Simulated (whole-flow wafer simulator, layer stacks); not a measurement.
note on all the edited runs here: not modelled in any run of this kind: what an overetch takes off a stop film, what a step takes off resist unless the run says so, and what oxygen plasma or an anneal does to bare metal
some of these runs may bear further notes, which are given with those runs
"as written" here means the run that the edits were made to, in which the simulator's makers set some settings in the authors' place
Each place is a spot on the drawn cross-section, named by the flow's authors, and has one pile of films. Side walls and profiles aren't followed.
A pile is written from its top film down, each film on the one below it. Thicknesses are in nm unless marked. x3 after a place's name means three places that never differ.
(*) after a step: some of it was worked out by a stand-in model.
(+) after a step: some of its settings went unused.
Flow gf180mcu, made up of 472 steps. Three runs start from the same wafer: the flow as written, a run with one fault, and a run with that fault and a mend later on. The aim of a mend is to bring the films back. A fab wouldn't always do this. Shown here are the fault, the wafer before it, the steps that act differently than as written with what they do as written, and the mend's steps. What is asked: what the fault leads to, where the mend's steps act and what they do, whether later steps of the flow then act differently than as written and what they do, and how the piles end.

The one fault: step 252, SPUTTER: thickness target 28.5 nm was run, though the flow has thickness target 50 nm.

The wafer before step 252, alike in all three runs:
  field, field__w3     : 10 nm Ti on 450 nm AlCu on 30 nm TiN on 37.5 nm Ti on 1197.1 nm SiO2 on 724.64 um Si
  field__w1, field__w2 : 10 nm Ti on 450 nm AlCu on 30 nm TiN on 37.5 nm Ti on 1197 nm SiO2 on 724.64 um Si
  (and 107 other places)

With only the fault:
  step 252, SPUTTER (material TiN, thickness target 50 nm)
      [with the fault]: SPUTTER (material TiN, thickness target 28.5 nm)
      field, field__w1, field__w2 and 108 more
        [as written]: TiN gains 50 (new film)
        [with the fault]: TiN gains 28.5 (new film)
  Steps further on in the flow that do not act as written (2 other steps are not shown; they differ only slightly, by no more than 2% or 0.5 nm, whichever is larger):
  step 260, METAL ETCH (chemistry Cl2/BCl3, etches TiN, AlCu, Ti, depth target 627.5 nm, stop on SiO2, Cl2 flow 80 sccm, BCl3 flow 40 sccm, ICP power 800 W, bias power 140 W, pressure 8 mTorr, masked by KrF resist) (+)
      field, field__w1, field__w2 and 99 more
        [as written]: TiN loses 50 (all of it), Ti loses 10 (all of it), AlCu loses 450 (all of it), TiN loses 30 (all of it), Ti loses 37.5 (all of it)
        [with the fault]: TiN loses 28.5 (all of it), Ti loses 10 (all of it), AlCu loses 450 (all of it), TiN loses 30 (all of it), Ti loses 37.5 (all of it)
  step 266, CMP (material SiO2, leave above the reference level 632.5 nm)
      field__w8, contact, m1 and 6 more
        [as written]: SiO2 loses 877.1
        [with the fault]: SiO2 loses 855.6
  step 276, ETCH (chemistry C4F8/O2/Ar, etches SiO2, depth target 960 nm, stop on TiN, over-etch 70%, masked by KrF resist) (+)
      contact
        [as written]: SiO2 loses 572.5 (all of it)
        [with the fault]: SiO2 loses 594 (all of it)
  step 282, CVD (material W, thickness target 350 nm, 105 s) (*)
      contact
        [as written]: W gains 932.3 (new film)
        [with the fault]: W gains 954 (new film)
  By the end, the piles at field__w8, contact, m1 and 6 more depart from the flow's by more than 2% or 0.5 nm, whichever is larger.
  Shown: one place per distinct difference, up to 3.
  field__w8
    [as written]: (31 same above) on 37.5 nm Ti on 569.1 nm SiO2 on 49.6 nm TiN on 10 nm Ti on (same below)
    [with the fault]: (31 same above) on 37.5 nm Ti on 590.6 nm SiO2 on 28.1 nm TiN on 10 nm Ti on (same below)
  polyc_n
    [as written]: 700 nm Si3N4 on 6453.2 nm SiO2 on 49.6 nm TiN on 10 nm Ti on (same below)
    [with the fault]: 700 nm Si3N4 on 6474.7 nm SiO2 on 28.1 nm TiN on 10 nm Ti on (same below)
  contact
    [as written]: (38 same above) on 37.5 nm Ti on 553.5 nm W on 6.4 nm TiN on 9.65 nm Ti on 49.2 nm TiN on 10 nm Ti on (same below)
    [with the fault]: (38 same above) on 37.5 nm Ti on 575.2 nm W on 6.32 nm TiN on 9.53 nm Ti on 27.7 nm TiN on 10 nm Ti on (same below)

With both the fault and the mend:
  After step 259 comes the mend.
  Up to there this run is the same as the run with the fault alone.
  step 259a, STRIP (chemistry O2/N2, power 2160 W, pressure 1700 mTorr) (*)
      field__w8, contact, m1 and 6 more
        KrF resist loses 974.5 (all of it)
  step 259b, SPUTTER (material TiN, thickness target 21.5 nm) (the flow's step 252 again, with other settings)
      field, field__w1, field__w2 and 108 more
        TiN gains 21.5
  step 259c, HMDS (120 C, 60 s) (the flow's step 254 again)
      does not change any film at any place that is followed
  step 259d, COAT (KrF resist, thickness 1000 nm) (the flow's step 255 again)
      field, field__w1, field__w2 and 108 more
        KrF resist gains 1000 (new film)
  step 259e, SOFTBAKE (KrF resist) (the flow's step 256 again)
      does not change any film at any place that is followed
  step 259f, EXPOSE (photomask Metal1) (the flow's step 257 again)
      does not change any film at any place that is followed
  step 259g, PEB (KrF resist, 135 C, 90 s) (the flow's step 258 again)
      field, field__w1, field__w2 and 108 more
        KrF resist loses 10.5
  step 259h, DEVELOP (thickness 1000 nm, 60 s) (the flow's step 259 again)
      field, field__w1, field__w2 and 99 more
        KrF resist loses 989.5 (all of it)
      field__w8, contact, m1 and 6 more
        KrF resist loses 14.9
  Later steps of the flow that are run all act as written at every place that is followed.
  By the end, the piles equal the flow's at every place that both follow.
